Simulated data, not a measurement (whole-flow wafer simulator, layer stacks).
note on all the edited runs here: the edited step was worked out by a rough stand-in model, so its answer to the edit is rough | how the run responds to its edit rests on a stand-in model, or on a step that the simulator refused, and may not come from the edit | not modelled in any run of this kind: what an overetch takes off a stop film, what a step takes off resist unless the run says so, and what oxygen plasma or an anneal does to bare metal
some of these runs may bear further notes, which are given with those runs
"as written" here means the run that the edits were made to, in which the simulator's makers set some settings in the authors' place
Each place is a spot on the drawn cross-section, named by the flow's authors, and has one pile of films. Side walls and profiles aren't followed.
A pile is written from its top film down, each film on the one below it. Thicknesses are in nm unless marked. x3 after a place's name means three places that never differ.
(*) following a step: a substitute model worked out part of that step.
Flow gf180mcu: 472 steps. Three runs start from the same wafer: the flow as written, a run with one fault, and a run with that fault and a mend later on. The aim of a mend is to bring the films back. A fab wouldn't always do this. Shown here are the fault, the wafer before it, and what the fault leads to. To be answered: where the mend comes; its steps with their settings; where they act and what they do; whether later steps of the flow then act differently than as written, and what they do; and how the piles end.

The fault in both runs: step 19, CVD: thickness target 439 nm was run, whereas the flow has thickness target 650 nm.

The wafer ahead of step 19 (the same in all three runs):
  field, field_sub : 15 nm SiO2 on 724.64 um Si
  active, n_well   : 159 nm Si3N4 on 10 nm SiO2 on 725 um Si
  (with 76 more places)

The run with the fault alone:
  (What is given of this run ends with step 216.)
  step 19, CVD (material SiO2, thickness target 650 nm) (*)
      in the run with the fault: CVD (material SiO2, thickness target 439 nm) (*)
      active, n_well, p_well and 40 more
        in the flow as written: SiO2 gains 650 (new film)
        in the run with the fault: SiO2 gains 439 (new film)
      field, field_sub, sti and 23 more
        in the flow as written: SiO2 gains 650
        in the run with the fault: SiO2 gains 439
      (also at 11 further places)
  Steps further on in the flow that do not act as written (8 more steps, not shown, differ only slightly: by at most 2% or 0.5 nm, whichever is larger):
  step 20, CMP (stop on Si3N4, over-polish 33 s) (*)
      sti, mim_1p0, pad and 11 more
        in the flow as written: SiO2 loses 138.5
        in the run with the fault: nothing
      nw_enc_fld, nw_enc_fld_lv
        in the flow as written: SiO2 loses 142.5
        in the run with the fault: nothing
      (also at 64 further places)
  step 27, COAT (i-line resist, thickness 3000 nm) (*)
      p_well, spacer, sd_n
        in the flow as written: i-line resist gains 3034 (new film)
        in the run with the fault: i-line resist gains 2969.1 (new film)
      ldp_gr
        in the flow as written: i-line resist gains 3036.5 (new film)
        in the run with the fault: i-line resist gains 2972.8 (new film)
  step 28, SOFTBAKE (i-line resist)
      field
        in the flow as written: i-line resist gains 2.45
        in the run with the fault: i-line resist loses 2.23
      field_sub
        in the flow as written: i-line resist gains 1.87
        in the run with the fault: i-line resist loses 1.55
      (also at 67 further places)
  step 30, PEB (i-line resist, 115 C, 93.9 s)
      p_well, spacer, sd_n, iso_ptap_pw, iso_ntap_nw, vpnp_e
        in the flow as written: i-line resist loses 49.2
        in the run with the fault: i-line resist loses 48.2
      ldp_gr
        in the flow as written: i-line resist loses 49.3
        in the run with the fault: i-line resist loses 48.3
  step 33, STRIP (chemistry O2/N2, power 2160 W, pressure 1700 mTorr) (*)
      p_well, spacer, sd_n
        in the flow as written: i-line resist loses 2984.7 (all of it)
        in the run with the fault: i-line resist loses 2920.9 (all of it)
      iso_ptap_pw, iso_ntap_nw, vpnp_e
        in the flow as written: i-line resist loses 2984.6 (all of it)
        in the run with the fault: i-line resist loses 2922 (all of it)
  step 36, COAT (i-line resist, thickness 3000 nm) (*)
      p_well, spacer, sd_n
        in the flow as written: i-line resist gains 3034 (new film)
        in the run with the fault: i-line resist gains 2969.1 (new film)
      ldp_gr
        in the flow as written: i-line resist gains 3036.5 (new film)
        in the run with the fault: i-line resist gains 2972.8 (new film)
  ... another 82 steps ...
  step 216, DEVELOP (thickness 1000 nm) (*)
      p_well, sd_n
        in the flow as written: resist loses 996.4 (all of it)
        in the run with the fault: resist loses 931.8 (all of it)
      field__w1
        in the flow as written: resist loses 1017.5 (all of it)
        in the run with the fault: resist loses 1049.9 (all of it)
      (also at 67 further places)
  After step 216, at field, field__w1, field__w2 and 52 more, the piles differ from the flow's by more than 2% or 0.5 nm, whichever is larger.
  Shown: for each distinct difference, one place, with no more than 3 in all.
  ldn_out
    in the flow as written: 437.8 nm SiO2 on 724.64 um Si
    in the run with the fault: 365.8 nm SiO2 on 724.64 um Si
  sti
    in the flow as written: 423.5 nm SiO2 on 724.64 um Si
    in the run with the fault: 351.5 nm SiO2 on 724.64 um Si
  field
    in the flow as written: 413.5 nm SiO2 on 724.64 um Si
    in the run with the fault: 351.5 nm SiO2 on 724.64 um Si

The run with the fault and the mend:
  The mend follows step 19.
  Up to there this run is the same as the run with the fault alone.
  step 19a, CVD (material SiO2, thickness target 211 nm) (*) (a further turn of the flow's step 19, with different settings)
      field, field_sub, active and 77 more
        SiO2 gains 211
  Later steps of the flow that are run all act as written at every place that is followed.
  The piles end the same as the flow's at every place that both follow.
